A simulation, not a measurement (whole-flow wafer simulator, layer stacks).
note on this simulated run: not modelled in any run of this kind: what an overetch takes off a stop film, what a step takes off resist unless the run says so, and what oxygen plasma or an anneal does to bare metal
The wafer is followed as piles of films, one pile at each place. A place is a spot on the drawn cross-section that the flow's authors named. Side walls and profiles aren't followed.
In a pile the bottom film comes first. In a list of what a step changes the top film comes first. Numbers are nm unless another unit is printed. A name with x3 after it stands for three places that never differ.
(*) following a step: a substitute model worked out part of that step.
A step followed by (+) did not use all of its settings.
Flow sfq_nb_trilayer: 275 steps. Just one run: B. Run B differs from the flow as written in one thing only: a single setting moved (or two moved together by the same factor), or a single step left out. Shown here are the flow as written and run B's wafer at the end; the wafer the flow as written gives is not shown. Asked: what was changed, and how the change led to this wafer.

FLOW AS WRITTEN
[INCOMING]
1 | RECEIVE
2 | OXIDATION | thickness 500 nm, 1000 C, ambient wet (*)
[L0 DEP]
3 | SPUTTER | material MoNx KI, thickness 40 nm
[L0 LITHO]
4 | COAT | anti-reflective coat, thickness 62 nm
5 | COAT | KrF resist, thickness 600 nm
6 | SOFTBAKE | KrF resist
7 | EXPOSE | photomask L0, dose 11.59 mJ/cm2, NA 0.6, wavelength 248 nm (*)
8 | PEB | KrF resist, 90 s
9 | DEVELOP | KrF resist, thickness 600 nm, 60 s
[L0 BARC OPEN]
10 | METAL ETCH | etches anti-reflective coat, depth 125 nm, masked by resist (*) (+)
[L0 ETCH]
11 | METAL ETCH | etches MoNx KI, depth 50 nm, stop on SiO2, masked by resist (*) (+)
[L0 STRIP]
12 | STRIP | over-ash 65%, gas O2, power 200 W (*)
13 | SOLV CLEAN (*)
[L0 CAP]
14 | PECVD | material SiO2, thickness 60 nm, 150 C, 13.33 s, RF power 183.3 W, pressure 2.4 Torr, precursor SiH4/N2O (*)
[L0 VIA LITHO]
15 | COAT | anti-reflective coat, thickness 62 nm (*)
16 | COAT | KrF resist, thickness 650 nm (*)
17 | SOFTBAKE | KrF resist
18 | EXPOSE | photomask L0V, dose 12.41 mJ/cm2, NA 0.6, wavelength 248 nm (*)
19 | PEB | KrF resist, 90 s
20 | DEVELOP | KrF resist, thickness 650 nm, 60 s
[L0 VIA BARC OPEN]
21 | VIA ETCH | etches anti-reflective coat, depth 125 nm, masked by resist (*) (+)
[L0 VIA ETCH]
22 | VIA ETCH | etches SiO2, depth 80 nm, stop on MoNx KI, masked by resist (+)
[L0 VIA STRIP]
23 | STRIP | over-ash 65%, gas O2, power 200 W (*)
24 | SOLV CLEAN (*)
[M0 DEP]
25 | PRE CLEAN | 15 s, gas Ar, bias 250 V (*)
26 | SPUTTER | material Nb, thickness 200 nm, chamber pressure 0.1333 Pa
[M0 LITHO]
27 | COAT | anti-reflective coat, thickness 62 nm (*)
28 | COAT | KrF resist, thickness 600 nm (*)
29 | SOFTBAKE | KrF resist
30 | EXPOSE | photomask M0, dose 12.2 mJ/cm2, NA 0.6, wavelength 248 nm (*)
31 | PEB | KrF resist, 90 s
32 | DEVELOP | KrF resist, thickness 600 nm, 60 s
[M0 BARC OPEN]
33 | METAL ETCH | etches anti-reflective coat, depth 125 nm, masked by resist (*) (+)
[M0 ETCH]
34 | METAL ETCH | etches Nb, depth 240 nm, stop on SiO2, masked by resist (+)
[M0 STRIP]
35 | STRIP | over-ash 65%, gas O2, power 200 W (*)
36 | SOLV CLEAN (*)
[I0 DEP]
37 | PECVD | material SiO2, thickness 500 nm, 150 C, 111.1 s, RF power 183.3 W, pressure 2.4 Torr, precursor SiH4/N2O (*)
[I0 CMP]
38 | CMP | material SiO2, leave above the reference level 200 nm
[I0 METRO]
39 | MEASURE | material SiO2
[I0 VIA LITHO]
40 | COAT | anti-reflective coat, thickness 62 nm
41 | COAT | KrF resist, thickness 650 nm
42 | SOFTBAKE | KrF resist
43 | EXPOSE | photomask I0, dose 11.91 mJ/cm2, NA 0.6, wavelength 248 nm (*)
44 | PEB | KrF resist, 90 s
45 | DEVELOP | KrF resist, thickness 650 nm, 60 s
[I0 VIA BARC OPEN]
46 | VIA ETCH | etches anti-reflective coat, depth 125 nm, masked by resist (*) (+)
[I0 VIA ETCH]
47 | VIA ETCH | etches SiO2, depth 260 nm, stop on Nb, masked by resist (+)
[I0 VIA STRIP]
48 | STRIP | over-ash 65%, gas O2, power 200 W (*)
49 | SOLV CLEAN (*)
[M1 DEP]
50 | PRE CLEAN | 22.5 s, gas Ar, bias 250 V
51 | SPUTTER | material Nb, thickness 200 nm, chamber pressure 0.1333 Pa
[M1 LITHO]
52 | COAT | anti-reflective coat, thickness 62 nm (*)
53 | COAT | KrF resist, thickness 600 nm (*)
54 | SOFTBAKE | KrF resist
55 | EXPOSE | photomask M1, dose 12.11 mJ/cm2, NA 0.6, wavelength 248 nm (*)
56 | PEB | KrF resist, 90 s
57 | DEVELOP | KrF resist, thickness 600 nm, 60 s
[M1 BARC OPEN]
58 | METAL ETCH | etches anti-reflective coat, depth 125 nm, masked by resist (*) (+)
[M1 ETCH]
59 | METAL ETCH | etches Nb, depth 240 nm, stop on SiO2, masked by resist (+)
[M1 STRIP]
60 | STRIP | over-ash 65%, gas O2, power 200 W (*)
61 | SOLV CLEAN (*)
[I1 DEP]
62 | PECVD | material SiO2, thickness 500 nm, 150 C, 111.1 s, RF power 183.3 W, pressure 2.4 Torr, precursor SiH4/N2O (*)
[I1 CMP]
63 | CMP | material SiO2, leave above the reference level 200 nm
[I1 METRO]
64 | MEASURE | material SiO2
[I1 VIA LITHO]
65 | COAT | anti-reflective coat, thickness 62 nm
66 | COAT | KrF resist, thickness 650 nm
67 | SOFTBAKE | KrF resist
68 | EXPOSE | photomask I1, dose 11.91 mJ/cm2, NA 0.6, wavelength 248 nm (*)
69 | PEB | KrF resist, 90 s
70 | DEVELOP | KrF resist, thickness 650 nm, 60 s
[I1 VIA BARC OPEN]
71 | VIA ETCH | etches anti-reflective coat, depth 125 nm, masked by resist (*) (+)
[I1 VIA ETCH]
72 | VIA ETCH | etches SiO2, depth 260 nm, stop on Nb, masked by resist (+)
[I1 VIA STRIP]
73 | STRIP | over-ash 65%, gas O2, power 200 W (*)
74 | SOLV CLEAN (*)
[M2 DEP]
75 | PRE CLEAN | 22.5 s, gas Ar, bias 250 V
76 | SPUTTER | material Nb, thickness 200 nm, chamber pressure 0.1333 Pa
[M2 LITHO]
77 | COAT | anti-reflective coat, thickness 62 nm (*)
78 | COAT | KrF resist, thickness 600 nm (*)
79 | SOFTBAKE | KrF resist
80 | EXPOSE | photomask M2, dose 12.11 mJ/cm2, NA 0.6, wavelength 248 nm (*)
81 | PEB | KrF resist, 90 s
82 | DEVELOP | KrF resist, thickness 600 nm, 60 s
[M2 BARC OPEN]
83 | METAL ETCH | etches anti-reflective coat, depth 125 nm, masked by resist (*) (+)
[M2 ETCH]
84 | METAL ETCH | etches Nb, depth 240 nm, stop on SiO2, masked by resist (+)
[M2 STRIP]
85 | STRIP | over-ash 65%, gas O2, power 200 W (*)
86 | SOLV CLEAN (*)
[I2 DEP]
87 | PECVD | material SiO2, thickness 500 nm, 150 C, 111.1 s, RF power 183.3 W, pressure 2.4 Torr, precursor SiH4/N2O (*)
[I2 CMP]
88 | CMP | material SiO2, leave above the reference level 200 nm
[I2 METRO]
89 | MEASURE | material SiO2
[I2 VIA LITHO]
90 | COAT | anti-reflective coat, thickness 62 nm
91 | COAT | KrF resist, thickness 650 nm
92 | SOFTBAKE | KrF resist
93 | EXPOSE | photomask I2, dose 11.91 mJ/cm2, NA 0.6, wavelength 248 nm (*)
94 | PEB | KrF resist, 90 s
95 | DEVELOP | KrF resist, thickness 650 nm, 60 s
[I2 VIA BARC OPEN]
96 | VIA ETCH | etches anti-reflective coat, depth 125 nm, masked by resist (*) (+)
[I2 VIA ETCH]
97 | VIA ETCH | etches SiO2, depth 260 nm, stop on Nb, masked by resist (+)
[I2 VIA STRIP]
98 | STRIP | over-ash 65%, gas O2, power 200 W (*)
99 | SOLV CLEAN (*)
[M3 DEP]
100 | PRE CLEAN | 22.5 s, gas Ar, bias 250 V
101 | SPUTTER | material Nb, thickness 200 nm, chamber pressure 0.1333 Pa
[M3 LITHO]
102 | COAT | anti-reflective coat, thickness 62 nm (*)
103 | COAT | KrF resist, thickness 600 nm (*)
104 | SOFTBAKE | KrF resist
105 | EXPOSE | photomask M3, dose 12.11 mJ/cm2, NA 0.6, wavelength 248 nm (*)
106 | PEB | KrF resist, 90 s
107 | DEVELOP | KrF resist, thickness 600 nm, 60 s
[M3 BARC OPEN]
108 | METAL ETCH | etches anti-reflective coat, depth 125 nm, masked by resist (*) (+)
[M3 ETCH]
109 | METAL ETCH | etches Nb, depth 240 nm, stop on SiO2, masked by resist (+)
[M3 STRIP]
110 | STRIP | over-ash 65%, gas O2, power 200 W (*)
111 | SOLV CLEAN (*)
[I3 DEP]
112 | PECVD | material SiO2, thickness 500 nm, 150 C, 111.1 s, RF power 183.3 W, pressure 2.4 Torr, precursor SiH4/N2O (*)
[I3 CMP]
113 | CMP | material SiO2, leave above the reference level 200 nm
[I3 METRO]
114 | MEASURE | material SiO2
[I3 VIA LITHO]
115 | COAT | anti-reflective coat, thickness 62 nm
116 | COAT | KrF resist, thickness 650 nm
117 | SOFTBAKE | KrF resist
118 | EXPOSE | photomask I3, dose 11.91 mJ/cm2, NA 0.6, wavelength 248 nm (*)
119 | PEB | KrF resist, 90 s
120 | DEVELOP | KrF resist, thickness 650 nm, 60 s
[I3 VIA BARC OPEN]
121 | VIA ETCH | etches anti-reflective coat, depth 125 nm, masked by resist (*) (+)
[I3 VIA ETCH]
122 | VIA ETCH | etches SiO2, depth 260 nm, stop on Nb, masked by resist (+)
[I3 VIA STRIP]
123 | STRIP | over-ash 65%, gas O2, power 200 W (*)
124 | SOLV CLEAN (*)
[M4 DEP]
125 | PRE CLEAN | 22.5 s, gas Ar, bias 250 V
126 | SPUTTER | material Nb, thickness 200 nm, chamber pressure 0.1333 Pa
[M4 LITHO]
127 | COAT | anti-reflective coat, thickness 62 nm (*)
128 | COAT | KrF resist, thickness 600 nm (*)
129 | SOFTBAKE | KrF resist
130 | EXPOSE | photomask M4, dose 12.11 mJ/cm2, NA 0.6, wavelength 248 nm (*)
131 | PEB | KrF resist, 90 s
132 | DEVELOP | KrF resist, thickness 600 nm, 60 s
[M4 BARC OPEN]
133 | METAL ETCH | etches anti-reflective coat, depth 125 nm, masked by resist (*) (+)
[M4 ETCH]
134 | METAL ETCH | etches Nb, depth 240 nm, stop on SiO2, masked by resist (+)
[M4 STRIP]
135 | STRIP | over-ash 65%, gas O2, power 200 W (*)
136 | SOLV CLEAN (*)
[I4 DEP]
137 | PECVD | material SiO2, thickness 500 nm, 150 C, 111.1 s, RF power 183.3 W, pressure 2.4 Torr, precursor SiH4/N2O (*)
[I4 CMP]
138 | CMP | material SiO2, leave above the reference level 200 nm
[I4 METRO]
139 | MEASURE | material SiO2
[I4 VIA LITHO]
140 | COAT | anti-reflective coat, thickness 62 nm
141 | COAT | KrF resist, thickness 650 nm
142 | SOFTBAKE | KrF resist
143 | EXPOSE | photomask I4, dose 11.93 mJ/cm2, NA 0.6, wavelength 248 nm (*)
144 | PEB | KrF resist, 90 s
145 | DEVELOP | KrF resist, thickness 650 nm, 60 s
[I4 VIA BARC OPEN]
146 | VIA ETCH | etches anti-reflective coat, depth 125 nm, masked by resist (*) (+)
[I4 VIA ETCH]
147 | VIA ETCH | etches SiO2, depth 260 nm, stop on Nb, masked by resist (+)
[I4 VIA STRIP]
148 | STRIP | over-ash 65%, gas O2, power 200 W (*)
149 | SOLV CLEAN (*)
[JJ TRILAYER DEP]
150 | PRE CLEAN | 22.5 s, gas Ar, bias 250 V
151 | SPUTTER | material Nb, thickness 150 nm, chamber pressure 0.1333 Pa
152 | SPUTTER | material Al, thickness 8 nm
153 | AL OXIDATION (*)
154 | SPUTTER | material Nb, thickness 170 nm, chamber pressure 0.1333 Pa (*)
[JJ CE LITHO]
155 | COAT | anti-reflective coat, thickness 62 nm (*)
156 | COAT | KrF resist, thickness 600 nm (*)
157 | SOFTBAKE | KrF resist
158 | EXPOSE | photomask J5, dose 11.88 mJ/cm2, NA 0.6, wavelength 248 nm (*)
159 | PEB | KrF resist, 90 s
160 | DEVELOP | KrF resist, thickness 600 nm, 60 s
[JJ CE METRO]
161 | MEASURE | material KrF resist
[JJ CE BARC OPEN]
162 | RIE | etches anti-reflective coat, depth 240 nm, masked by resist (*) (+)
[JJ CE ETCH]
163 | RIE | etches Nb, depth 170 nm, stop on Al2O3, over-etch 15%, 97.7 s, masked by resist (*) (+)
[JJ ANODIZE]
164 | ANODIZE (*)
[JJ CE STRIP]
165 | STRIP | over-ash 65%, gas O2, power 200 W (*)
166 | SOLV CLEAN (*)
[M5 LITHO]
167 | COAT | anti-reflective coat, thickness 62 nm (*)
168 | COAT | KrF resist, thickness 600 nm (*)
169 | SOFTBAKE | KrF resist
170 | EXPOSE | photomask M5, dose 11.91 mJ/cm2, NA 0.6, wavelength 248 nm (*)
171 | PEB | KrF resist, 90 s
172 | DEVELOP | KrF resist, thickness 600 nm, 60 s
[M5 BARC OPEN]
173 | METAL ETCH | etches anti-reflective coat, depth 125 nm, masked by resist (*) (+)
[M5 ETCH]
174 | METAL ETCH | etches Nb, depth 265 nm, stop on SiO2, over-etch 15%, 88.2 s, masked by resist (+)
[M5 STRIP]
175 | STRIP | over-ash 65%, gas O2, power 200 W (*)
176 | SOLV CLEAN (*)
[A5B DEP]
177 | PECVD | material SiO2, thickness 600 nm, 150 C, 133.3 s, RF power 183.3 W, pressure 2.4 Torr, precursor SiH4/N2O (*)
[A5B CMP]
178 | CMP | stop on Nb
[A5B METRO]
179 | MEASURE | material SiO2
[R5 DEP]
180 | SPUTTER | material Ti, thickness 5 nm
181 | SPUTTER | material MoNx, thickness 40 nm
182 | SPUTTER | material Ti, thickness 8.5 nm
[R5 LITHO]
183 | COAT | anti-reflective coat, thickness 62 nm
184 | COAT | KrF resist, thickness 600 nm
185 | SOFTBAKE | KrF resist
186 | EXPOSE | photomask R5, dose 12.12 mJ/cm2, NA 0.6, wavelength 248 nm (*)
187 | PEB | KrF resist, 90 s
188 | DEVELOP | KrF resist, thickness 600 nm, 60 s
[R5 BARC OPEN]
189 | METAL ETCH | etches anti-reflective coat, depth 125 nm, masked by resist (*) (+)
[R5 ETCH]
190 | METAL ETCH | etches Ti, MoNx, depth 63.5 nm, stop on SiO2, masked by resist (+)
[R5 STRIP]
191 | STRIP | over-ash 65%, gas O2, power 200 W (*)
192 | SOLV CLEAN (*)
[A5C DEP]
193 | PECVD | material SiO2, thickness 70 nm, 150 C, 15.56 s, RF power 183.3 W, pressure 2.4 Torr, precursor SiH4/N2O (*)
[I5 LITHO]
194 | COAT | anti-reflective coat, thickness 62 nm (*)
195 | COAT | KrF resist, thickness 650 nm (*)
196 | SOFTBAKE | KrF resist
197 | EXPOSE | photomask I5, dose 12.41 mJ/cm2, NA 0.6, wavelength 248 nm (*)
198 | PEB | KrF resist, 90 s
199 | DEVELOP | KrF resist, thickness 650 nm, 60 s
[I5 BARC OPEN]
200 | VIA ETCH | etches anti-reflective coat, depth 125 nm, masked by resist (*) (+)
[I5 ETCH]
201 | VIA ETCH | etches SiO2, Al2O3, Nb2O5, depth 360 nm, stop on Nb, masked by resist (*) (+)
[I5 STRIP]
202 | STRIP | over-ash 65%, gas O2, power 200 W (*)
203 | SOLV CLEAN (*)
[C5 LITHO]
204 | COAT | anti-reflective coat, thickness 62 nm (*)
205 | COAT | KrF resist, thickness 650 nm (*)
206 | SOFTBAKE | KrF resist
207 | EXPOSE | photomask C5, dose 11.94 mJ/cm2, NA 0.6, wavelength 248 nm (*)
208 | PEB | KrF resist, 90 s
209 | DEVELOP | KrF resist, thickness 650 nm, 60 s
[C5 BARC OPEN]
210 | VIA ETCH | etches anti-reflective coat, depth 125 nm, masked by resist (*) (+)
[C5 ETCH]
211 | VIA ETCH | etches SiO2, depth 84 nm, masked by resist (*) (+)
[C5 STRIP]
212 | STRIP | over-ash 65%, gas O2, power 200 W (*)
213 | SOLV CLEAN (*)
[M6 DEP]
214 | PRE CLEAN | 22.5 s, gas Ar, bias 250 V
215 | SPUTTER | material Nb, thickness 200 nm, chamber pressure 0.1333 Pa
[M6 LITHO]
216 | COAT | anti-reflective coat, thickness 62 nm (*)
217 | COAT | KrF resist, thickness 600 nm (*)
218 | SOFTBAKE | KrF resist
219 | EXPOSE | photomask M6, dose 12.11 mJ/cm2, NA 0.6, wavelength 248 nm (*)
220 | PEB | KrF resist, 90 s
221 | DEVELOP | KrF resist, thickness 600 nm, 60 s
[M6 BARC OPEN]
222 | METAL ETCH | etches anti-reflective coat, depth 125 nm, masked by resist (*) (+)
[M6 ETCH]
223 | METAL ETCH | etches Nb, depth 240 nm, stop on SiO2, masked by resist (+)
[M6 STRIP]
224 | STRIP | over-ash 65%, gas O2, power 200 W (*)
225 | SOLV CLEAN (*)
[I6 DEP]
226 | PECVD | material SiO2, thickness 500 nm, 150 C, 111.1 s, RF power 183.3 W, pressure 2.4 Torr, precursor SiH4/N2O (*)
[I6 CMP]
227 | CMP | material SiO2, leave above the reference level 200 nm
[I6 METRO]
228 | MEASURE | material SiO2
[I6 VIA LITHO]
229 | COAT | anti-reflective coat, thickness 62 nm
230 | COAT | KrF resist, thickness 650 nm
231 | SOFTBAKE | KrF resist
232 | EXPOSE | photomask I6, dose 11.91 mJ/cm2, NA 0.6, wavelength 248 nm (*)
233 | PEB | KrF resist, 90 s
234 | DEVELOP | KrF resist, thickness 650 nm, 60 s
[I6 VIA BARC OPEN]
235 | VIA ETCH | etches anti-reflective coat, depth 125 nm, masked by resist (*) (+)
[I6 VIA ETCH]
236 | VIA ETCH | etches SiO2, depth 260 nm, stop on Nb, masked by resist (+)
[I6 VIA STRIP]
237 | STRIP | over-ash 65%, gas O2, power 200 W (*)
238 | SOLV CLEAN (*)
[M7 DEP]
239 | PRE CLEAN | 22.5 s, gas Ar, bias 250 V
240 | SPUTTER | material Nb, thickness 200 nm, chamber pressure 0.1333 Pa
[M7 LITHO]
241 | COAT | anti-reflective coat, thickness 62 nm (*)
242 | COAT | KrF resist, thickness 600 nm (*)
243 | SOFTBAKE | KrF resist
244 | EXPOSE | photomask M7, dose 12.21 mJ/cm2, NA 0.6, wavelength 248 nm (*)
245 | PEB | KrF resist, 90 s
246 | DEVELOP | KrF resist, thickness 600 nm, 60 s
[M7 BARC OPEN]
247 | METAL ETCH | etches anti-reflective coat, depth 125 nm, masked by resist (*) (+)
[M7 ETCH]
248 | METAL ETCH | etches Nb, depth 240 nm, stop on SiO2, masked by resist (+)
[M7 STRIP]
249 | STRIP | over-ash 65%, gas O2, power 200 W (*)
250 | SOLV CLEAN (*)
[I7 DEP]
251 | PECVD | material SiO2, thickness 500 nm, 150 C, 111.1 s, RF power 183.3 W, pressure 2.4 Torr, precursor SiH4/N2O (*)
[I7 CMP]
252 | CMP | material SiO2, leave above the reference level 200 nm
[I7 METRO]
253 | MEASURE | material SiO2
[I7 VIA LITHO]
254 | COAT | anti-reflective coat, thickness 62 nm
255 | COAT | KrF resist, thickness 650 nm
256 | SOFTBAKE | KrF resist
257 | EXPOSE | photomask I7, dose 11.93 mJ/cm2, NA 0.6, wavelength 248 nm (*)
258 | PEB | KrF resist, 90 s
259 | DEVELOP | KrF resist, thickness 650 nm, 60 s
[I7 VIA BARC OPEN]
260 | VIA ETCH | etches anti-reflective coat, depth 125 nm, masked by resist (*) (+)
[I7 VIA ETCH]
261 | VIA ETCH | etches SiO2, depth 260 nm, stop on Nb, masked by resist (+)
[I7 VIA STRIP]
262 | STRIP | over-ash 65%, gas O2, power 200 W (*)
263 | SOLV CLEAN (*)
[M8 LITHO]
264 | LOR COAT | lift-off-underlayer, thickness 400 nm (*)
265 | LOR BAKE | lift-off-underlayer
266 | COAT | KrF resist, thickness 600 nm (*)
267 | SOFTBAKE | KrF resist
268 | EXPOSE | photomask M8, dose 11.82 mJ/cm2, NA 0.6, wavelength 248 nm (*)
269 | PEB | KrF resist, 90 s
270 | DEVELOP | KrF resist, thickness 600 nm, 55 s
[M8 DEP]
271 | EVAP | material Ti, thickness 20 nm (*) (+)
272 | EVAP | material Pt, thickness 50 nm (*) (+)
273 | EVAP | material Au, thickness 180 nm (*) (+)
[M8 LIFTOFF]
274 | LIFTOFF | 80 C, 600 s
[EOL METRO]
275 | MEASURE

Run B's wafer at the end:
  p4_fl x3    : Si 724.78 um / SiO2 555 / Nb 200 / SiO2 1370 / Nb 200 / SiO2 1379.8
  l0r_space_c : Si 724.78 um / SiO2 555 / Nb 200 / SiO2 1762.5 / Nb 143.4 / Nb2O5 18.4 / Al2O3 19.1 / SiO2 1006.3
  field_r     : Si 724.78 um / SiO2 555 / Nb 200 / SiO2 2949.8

The reason: step 152, SPUTTER: thickness 11.9 nm was run, while the flow as written has thickness 8 nm.

Step by step, how the change led to this:
  152 | SPUTTER | material Al, thickness 8 nm
      field_l, v_sur, via_sp and 100 more: +11.9 Al (new film) (as written it would have been: +8 Al (new film))
      via_wl, via_wr: +7.64 Al (new film) (as written it would have been: +5.14 Al (new film))
      (also at 1 further place)
  164 | ANODIZE (*)
      field_l, v_sur, via_sp and 96 more: +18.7 Al2O3, +18.4 Nb2O5 (new film), -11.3 Al (all of it), -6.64 Nb (as written it would have been: +12.2 Al2O3, +29.9 Nb2O5 (new film), -7.42 Al (all of it), -10.8 Nb)
      via_wl, via_wr: +11.7 Al2O3 (new film), +31.8 Nb2O5 (new film), -7.06 Al (all of it), -11.4 Nb (as written it would have been: +7.52 Al2O3 (new film), +39.2 Nb2O5 (new film), -4.56 Al (all of it), -14.1 Nb)
      (also at 1 further place)
  167 | COAT | anti-reflective coat, thickness 62 nm (*)
      ce_l: +18.4 anti-reflective coat (new film) (as written it would have been: +19.6 anti-reflective coat (new film))
      ce_r: +18.4 anti-reflective coat (new film) (as written it would have been: +19.7 anti-reflective coat (new film))
  174 | METAL ETCH | etches Nb, depth 265 nm, stop on SiO2, over-etch 15%, 88.2 s, masked by resist (+)
      field_l, r_sur, res and 50 more: -19.1 Al2O3 (all of it), -18.4 Nb2O5 (all of it), -143.4 Nb (all of it), -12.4 SiO2 (as written it would have been: -12.6 Al2O3 (all of it), -29.9 Nb2O5 (all of it), -139.2 Nb (all of it), -12.3 SiO2)
  175 | STRIP | over-ash 65%, gas O2, power 200 W (*)
      ce_l: -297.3 KrF resist (all of it), -18.4 anti-reflective coat (all of it) (as written it would have been: -299.6 KrF resist (all of it), -19.6 anti-reflective coat (all of it))
      ce_r: -297.5 KrF resist (all of it), -18.4 anti-reflective coat (all of it) (as written it would have been: -299.9 KrF resist (all of it), -19.7 anti-reflective coat (all of it))
  201 | VIA ETCH | etches SiO2, Al2O3, Nb2O5, depth 360 nm, stop on Nb, masked by resist (*) (+)
      be: -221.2 SiO2 (all of it), -19.1 Al2O3 (all of it), -18.4 Nb2O5 (all of it) (as written it would have been: -216.4 SiO2 (all of it), -12.7 Al2O3 (all of it), -29.9 Nb2O5 (all of it))
